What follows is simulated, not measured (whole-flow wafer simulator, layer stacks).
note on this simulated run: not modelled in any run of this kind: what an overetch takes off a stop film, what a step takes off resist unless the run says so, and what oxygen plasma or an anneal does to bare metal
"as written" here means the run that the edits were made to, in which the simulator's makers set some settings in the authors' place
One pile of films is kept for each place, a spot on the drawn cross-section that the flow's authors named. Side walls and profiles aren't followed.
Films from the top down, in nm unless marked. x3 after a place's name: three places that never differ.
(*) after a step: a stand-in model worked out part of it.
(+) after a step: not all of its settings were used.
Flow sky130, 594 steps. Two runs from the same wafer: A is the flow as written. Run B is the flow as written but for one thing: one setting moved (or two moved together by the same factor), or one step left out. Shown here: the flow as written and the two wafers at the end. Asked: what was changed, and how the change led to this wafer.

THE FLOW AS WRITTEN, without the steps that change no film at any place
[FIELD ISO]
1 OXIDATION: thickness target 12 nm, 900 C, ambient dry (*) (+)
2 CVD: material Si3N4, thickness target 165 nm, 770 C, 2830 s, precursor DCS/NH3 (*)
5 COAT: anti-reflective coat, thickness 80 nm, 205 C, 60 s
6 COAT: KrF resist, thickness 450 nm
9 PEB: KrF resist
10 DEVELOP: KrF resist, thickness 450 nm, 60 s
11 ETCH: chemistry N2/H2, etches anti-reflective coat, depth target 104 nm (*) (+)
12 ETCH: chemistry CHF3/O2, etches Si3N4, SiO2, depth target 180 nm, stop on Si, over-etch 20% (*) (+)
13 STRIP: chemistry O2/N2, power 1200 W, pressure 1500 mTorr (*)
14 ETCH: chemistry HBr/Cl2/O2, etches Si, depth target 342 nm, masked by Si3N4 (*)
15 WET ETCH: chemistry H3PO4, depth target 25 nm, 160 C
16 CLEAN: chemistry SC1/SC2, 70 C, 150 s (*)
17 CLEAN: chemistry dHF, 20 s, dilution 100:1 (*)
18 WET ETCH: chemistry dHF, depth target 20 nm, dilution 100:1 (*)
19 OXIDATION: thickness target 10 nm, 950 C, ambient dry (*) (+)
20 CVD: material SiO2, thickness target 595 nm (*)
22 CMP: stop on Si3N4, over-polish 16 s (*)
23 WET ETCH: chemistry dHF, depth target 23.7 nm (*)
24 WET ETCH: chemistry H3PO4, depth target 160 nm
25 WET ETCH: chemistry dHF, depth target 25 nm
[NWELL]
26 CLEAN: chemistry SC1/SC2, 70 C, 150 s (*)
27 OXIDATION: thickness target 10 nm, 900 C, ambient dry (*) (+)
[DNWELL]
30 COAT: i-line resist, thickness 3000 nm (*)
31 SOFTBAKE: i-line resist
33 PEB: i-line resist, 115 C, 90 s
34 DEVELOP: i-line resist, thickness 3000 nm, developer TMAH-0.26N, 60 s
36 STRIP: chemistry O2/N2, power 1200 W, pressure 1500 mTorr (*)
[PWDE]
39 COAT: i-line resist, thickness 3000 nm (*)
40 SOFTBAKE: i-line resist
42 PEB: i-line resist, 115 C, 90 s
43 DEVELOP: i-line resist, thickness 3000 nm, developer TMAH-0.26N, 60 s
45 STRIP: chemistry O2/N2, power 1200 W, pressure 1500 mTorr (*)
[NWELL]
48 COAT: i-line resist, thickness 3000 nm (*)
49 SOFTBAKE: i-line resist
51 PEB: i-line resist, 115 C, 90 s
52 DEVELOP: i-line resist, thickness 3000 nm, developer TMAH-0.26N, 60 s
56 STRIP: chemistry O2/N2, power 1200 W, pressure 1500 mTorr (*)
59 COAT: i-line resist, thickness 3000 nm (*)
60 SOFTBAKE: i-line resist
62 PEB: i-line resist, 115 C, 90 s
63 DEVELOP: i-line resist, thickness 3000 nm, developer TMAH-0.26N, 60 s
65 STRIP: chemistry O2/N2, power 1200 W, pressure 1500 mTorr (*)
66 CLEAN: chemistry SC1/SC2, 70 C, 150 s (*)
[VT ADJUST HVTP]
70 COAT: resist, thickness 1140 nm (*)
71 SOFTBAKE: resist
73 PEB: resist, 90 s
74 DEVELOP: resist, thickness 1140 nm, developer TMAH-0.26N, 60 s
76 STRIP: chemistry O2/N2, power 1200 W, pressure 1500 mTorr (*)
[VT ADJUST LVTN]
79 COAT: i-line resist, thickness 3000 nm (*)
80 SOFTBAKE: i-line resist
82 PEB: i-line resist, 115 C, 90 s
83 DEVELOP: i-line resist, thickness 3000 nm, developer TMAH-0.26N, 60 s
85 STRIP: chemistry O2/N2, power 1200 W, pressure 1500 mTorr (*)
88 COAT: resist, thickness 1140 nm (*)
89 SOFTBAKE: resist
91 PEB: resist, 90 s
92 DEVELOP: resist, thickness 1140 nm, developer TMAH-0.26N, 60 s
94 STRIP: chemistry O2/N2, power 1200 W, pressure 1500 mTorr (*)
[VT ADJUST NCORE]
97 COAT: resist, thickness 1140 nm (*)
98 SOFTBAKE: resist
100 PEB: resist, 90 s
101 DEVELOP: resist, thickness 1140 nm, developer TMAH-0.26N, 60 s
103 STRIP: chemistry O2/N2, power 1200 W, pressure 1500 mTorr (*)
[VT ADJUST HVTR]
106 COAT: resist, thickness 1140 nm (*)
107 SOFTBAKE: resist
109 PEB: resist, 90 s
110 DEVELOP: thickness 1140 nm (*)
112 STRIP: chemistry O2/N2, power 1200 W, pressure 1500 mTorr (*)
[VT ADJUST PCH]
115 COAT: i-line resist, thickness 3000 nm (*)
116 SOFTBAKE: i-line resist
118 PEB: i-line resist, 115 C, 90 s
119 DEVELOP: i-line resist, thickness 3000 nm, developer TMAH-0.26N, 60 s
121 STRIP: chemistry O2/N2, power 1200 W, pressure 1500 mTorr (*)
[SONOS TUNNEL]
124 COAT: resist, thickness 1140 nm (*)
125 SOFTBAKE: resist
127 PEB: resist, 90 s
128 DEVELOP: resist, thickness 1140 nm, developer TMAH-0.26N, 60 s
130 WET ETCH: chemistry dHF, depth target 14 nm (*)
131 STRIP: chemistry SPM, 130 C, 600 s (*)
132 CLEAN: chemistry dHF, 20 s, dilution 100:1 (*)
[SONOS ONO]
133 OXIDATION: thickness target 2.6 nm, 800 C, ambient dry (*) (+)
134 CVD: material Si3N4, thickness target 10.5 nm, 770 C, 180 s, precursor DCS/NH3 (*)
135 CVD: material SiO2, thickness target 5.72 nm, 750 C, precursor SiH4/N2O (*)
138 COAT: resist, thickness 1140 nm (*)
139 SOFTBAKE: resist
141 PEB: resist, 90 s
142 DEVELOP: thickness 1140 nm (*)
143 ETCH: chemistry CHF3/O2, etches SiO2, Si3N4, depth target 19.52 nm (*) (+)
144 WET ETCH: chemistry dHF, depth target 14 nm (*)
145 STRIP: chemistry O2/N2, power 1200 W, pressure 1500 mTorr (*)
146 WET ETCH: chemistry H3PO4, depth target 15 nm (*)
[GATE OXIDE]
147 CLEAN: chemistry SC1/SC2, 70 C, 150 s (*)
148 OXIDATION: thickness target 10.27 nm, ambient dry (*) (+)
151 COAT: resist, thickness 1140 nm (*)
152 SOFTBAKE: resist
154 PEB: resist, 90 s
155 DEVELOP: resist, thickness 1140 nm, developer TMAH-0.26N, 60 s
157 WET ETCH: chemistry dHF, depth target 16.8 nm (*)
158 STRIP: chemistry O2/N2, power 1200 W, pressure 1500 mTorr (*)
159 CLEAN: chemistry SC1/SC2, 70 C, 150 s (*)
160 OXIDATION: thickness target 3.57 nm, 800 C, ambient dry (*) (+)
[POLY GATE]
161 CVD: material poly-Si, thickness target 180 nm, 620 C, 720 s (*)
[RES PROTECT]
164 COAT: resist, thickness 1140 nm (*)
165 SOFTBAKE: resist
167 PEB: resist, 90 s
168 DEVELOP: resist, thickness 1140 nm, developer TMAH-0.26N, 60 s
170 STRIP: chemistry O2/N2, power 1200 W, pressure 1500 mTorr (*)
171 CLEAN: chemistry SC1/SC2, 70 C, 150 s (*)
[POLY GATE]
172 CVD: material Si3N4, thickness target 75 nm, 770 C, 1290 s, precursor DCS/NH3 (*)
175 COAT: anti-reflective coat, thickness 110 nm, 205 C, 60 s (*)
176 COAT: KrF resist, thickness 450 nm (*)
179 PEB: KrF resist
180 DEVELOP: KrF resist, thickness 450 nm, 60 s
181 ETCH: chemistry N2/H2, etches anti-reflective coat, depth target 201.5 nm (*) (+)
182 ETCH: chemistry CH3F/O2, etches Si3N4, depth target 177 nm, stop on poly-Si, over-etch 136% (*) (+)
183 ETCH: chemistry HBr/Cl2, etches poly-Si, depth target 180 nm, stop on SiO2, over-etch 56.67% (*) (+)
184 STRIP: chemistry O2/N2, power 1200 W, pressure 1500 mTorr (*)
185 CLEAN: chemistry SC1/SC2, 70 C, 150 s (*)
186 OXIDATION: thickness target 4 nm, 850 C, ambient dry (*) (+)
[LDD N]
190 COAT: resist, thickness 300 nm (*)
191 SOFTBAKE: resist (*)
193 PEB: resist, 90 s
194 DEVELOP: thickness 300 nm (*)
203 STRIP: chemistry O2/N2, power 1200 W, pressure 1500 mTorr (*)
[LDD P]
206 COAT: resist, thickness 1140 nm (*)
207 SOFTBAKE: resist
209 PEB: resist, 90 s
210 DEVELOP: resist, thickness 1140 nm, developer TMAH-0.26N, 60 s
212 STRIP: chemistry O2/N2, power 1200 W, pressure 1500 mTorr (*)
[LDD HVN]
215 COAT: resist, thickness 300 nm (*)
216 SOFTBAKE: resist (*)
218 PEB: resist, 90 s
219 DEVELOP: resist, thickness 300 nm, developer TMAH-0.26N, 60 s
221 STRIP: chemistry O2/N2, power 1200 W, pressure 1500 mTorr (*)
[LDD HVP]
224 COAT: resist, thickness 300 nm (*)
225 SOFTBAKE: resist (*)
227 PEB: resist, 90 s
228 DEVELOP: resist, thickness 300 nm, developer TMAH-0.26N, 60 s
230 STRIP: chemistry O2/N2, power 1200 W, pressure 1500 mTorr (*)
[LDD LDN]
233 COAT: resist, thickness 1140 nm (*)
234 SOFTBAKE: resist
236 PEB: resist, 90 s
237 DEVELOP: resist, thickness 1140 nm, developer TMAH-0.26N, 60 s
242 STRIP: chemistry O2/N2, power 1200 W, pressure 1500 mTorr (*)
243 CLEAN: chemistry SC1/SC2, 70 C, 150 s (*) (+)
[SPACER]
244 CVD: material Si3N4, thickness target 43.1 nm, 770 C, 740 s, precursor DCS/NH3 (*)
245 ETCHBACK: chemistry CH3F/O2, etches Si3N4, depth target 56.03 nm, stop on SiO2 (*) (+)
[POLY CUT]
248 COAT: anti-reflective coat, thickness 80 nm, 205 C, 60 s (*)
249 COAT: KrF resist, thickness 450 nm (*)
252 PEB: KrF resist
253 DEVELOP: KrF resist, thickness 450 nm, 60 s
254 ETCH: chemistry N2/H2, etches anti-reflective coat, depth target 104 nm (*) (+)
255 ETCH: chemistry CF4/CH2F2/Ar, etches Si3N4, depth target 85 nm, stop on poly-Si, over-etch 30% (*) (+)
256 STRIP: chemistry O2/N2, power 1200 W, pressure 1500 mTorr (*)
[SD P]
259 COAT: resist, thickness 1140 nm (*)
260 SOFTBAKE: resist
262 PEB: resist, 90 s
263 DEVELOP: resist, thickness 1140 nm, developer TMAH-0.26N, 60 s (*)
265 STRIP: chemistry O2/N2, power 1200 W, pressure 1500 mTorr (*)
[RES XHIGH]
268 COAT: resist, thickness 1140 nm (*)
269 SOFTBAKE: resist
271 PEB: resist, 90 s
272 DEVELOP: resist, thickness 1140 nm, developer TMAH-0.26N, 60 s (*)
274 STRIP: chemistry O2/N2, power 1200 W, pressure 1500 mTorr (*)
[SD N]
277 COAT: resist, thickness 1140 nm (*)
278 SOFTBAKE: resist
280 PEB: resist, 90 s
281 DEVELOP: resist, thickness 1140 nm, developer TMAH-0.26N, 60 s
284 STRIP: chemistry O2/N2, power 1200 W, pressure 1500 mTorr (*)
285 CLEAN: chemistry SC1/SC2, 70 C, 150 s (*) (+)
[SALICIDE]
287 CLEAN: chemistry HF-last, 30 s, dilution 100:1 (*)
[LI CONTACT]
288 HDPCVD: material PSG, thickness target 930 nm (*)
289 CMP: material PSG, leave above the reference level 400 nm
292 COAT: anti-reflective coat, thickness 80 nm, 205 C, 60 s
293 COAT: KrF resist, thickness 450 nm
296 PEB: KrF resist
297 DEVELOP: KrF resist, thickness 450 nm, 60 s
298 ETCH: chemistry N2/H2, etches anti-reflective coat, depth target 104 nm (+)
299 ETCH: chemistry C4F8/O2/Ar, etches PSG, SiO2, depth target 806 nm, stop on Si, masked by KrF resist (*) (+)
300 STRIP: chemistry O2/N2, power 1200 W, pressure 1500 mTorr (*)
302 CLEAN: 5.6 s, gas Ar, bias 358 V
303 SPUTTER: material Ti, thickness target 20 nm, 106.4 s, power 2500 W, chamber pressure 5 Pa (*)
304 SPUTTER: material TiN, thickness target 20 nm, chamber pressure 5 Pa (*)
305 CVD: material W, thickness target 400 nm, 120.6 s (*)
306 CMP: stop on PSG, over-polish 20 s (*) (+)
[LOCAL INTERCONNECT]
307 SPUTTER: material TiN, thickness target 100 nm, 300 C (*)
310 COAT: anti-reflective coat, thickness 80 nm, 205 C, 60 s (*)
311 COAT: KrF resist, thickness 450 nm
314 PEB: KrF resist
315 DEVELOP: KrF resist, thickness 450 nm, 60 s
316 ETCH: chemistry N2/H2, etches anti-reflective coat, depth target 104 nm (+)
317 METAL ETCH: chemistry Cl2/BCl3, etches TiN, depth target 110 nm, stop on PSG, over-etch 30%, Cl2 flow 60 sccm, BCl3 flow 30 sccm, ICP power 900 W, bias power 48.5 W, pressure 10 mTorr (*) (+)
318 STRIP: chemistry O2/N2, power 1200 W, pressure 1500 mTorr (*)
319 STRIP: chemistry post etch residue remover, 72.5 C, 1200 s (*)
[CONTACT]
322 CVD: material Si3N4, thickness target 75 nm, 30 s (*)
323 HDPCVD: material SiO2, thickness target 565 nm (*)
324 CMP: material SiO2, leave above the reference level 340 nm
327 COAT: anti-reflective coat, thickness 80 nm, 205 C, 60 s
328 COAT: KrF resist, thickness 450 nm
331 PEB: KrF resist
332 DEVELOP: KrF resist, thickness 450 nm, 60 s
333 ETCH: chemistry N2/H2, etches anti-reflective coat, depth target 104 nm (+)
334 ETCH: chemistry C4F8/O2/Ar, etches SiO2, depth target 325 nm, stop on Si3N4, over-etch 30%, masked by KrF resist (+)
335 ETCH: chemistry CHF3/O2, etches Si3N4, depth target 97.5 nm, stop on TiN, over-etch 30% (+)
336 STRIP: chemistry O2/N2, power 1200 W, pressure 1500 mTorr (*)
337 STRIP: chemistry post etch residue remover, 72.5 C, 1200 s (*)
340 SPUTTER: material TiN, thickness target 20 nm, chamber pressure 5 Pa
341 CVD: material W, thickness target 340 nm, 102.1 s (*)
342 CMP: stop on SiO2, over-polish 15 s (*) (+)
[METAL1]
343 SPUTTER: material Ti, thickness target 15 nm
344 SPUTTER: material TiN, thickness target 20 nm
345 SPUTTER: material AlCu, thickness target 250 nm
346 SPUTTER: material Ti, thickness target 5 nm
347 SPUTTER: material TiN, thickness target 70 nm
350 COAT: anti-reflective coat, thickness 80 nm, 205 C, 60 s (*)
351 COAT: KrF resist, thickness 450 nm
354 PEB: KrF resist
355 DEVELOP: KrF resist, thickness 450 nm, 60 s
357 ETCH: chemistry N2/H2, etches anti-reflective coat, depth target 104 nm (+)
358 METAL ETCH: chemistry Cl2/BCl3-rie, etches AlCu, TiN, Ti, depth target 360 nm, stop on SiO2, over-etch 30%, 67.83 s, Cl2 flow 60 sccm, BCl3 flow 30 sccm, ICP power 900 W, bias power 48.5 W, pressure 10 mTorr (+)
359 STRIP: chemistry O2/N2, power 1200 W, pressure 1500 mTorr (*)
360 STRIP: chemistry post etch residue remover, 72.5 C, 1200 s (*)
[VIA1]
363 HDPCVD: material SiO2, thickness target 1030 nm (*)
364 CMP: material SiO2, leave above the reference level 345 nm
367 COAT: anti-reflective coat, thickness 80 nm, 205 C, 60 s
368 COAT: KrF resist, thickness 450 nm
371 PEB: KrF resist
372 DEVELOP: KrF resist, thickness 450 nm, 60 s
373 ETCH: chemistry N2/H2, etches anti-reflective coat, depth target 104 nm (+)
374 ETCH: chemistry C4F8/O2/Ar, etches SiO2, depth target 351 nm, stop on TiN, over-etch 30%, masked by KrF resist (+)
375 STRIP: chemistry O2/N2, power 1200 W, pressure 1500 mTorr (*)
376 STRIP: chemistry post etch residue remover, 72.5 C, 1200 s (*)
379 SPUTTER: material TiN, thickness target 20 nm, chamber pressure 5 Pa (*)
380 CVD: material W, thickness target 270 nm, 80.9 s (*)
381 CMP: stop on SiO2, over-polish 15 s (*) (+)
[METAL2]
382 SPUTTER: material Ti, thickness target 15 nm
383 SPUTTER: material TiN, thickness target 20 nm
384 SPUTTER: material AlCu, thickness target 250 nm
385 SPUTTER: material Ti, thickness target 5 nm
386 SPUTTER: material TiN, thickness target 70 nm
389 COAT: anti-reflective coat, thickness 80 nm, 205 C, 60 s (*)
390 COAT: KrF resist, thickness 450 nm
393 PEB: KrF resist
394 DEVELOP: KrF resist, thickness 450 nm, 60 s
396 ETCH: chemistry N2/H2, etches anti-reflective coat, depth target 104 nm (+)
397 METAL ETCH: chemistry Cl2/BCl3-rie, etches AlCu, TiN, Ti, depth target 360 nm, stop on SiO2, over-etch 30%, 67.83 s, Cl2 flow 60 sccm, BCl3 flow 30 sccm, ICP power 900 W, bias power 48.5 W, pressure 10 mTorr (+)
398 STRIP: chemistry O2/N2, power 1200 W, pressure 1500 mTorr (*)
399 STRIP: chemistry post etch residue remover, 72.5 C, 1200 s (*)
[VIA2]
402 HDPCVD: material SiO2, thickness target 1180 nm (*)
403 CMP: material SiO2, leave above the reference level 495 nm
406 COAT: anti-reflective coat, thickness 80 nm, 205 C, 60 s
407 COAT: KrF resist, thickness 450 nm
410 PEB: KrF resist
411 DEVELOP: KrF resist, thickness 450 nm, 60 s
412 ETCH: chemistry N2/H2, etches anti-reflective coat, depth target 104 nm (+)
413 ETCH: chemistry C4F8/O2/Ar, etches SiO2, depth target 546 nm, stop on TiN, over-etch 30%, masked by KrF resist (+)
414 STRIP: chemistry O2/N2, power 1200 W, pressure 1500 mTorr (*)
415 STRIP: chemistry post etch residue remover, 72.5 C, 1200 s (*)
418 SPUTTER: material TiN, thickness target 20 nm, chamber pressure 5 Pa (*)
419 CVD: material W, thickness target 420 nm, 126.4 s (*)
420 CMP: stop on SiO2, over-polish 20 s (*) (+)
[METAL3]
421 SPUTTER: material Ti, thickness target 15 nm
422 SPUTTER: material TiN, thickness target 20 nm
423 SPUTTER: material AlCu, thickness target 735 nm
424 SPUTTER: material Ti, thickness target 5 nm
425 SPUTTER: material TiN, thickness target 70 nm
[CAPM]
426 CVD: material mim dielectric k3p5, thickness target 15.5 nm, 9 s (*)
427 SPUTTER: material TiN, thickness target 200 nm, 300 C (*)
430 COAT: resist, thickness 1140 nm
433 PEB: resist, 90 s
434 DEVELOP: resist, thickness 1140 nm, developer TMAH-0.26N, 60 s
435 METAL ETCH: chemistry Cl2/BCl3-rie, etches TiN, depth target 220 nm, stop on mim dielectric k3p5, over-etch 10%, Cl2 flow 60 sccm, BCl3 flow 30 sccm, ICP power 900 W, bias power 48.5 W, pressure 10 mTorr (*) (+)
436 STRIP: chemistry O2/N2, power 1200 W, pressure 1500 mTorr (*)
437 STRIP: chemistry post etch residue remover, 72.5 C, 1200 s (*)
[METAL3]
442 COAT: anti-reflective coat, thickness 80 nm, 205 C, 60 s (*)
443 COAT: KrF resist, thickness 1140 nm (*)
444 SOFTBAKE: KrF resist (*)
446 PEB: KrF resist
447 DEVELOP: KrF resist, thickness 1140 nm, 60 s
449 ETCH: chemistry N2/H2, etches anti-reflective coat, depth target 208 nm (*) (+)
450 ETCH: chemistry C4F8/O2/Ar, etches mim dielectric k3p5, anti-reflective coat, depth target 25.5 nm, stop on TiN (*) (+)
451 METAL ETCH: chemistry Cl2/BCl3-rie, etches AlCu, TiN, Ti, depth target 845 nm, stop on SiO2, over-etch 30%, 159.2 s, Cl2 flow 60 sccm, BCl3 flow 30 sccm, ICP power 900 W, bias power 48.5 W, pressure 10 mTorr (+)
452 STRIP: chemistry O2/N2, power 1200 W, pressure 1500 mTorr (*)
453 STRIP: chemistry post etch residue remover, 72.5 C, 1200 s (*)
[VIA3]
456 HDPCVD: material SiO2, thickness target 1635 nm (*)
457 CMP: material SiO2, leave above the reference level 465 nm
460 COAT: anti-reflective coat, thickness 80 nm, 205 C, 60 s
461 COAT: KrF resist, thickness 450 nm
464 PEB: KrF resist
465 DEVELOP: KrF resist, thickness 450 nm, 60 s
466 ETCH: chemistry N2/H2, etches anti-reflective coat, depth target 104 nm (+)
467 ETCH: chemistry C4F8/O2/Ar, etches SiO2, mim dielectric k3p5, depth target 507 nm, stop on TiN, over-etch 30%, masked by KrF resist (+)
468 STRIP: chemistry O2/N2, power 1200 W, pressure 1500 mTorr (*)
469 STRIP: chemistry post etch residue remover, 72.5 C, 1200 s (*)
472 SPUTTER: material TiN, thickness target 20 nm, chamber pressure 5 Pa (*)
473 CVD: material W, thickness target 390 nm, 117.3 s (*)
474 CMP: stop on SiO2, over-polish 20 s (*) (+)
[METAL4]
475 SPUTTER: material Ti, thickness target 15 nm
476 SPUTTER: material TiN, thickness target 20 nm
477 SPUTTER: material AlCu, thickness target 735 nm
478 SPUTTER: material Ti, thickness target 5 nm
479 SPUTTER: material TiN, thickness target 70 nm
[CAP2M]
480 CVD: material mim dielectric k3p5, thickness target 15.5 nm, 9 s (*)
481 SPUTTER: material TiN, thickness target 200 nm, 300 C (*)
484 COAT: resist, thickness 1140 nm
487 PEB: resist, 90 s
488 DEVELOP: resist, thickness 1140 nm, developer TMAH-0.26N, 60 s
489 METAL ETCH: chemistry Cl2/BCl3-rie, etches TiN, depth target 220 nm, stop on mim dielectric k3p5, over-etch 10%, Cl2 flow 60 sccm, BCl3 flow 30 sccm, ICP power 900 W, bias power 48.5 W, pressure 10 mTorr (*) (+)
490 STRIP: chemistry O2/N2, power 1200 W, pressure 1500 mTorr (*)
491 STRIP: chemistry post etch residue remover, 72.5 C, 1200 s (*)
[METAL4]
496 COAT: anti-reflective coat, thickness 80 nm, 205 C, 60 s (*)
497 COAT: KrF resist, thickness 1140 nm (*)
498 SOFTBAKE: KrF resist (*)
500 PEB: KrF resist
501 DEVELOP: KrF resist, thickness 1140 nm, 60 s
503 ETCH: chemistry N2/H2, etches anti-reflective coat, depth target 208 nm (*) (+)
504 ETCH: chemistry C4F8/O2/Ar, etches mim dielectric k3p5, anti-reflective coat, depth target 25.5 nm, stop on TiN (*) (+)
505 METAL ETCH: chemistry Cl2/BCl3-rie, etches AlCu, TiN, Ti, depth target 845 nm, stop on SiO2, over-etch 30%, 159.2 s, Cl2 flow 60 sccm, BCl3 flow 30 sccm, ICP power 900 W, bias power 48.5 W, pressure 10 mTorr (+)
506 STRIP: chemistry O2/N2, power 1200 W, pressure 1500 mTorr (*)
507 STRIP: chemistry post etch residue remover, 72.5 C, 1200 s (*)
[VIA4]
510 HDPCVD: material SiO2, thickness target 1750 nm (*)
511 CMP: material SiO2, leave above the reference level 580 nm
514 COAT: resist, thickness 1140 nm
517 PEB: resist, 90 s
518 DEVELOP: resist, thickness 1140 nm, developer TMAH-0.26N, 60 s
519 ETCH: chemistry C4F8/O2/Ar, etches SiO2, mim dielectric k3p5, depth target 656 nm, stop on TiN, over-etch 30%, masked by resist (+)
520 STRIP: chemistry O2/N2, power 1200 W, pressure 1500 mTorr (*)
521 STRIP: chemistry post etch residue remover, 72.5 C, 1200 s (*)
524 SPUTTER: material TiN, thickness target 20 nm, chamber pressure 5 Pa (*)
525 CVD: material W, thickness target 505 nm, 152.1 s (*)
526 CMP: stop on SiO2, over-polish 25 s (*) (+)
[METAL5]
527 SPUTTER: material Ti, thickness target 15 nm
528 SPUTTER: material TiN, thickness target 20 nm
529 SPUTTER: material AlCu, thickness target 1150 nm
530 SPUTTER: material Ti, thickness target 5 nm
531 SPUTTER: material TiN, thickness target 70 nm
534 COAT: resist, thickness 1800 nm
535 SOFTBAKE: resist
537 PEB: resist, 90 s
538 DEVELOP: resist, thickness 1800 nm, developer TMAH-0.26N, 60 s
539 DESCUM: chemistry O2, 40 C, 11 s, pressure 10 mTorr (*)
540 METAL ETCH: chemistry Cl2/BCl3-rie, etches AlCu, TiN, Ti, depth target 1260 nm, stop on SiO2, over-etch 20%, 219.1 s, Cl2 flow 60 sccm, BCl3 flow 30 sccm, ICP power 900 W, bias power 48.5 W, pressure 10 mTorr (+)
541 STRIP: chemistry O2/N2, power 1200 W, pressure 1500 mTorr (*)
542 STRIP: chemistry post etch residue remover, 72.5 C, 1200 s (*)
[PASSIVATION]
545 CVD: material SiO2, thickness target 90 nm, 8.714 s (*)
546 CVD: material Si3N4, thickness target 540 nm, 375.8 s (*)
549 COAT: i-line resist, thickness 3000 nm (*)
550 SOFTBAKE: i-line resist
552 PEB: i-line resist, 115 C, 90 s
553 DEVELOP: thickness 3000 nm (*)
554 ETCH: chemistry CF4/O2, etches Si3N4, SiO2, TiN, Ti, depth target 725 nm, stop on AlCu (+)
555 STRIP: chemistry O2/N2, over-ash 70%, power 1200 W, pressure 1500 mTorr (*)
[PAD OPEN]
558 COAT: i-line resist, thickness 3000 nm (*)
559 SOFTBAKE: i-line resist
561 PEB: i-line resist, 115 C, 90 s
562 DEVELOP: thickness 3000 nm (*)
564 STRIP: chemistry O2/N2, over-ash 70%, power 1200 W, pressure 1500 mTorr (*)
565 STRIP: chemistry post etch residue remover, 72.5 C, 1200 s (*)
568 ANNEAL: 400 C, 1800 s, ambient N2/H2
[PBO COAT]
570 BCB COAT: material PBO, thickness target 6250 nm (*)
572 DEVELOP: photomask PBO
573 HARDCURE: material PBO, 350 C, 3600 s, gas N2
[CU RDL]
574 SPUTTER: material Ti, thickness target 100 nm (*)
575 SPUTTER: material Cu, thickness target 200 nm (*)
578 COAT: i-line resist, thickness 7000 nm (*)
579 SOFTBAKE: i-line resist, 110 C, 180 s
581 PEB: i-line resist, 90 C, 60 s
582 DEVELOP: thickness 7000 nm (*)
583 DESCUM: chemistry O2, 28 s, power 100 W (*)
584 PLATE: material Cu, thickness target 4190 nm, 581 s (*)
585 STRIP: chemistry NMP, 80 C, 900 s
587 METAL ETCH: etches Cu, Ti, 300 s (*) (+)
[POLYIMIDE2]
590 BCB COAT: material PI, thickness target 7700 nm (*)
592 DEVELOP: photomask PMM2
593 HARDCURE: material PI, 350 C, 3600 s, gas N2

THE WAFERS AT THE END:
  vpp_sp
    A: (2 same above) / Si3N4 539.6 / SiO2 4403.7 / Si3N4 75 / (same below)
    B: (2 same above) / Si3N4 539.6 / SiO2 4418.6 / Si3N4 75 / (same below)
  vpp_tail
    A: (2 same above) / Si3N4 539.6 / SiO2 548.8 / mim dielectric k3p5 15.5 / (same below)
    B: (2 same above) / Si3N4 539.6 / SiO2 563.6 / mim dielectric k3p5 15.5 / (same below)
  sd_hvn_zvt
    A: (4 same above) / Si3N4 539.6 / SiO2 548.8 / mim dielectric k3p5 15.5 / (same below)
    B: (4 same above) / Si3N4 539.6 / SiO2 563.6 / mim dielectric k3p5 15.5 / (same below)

The cause: step 540, METAL ETCH: over-etch 8.25% was run, where the flow has over-etch 20%.

How the change led to this, step by step:
  540 METAL ETCH: chemistry Cl2/BCl3-rie, etches AlCu, TiN, Ti, depth target 1260 nm, stop on SiO2, over-etch 20%, 219.1 s, Cl2 flow 60 sccm, BCl3 flow 30 sccm, ICP power 900 W, bias power 48.5 W, pressure 10 mTorr (+)
      field, active, gate and 175 more: A TiN -70 (all of it), Ti -5 (all of it), AlCu -1150 (all of it), TiN -20 (all of it), Ti -15 (all of it), SiO2 -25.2 | B TiN -70 (all of it), Ti -5 (all of it), AlCu -1150 (all of it), TiN -20 (all of it), Ti -15 (all of it), SiO2 -10.4
      n_well, p_well, sd_n and 12 more: A resist -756 | B resist -682
  541 STRIP: chemistry O2/N2, power 1200 W, pressure 1500 mTorr (*)
      n_well, p_well, sd_n and 9 more: A resist -926.4 (all of it) | B resist -1000.4 (all of it)
      m1: A resist -928.4 (all of it) | B resist -1002.4 (all of it)
      (and at 2 more places)
  552 PEB: i-line resist, 115 C, 90 s
      iso_guard__w2: A i-line resist -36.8 | B i-line resist -36
  561 PEB: i-line resist, 115 C, 90 s
      iso_guard__w2: A i-line resist -36.8 | B i-line resist -36
  578 COAT: i-line resist, thickness 7000 nm (*)
      pad: A i-line resist +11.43 um (new film) | B i-line resist +11.45 um (new film)
  582 DEVELOP: thickness 7000 nm (*)
      pad: A i-line resist -11.43 um (all of it) | B i-line resist -11.45 um (all of it)
